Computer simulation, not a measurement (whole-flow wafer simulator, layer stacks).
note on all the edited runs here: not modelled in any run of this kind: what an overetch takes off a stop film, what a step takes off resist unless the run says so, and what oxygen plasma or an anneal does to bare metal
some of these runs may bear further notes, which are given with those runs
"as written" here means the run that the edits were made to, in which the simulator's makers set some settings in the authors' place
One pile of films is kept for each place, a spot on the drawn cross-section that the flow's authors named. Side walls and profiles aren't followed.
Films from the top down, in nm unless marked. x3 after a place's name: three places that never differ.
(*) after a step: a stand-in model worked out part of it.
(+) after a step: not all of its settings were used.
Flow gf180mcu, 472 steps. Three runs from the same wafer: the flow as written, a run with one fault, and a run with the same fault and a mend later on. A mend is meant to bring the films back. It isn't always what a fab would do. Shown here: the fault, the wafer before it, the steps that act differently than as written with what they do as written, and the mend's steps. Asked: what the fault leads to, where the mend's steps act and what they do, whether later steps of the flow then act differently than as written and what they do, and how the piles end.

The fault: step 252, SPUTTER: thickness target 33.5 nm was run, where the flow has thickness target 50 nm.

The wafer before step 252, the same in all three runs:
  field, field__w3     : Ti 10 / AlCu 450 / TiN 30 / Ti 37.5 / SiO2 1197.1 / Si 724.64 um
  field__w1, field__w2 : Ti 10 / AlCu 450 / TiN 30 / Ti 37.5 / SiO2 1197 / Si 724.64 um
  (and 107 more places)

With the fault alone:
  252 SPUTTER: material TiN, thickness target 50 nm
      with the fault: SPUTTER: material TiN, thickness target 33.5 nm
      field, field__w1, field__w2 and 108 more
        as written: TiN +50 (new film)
        with the fault: TiN +33.5 (new film)
  Later steps of the flow that act differently than as written (4 more steps differ only slightly, by at most 2% or 0.5 nm, whichever is larger, and aren't shown):
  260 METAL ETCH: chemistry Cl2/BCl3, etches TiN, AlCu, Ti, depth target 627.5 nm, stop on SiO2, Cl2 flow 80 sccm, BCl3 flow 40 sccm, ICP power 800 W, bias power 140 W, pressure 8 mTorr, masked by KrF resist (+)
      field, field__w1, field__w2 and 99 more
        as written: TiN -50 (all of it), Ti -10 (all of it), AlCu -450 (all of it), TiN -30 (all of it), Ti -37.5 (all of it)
        with the fault: TiN -33.5 (all of it), Ti -10 (all of it), AlCu -450 (all of it), TiN -30 (all of it), Ti -37.5 (all of it)
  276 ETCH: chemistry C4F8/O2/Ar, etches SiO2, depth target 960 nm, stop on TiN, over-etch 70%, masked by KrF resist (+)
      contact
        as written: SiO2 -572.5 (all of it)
        with the fault: SiO2 -589 (all of it)
  At the end the piles differ from the flow's by more than 2% or 0.5 nm, whichever is larger, at field__w8, contact, m1 and 6 more.
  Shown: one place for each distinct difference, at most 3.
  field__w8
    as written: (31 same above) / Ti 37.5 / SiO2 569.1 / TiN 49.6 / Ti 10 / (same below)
    with the fault: (31 same above) / Ti 37.5 / SiO2 585.6 / TiN 33.1 / Ti 10 / (same below)
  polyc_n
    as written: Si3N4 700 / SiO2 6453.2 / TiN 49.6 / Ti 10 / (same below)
    with the fault: Si3N4 700 / SiO2 6469.7 / TiN 33.1 / Ti 10 / (same below)
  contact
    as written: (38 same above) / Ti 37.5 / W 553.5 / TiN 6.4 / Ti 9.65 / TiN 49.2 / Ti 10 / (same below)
    with the fault: (38 same above) / Ti 37.5 / W 570.2 / TiN 6.34 / Ti 9.56 / TiN 32.7 / Ti 10 / (same below)

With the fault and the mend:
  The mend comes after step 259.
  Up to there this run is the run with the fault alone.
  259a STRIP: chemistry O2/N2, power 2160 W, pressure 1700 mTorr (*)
      field__w8, contact, m1 and 6 more
        KrF resist -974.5 (all of it)
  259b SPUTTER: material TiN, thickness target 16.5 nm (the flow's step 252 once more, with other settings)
      field, field__w1, field__w2 and 108 more
        TiN +16.5
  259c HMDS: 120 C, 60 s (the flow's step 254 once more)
      changes no film at any place that is followed
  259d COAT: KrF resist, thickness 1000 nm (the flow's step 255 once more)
      field, field__w1, field__w2 and 108 more
        KrF resist +1000 (new film)
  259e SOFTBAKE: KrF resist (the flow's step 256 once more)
      changes no film at any place that is followed
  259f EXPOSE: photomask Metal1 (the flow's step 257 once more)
      changes no film at any place that is followed
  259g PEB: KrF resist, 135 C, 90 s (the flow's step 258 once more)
      field, field__w1, field__w2 and 108 more
        KrF resist -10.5
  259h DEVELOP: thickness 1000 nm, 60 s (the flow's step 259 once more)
      field, field__w1, field__w2 and 99 more
        KrF resist -989.5 (all of it)
      field__w8, contact, m1 and 6 more
        KrF resist -14.9
  No later step of the flow acts differently than as written at any place that is followed.
  At the end the piles are the same as the flow's at every place that both follow.
